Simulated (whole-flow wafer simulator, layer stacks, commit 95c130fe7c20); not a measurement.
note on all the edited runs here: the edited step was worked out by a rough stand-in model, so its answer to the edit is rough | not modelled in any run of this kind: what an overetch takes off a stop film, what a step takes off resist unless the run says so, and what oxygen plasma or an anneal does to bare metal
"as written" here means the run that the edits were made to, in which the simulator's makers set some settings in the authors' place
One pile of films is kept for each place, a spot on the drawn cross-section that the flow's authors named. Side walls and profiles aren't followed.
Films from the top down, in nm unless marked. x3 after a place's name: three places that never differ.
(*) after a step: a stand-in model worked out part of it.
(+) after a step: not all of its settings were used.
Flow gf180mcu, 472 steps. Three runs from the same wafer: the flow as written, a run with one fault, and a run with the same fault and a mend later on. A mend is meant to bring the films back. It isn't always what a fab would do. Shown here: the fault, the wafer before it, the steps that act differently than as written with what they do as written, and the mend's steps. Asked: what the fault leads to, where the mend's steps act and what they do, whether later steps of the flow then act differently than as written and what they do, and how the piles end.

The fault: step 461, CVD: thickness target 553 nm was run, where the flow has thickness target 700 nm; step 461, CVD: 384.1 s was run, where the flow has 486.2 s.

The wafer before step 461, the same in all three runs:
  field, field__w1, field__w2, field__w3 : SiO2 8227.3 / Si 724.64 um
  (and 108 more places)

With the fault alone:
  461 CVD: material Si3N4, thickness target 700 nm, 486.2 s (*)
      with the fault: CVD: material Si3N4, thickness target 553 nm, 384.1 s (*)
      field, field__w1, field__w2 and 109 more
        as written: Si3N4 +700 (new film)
        with the fault: Si3N4 +553 (new film)
  Later steps of the flow that act differently than as written (4 more steps differ only slightly, by at most 2% or 0.5 nm, whichever is larger, and aren't shown):
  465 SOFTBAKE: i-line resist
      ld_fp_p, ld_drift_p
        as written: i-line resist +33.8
        with the fault: i-line resist +33.1
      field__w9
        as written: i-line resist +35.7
        with the fault: i-line resist +34.9
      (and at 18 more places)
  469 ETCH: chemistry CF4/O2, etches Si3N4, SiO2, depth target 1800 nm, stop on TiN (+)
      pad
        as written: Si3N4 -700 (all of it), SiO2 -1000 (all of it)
        with the fault: Si3N4 -553 (all of it), SiO2 -1000 (all of it)
  At the end the piles differ from the flow's by more than 2% or 0.5 nm, whichever is larger, at field, field__w1, field__w2 and 108 more.
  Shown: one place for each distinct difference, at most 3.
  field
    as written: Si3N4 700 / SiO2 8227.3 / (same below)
    with the fault: Si3N4 553 / SiO2 8227.3 / (same below)
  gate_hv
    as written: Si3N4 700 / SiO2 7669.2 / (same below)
    with the fault: Si3N4 553 / SiO2 7669.2 / (same below)
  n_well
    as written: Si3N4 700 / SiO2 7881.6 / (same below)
    with the fault: Si3N4 553 / SiO2 7881.6 / (same below)

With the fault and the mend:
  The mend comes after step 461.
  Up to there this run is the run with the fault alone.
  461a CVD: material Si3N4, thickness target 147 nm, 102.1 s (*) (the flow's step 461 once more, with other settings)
      field, field__w1, field__w2 and 109 more
        Si3N4 +147.1
  No later step of the flow acts differently than as written, at any place that is followed, by more than 2% or 0.5 nm, whichever is larger.
  At the end the piles differ from the flow's only slightly at the places that both follow, by at most 2% or 0.5 nm, whichever is larger.
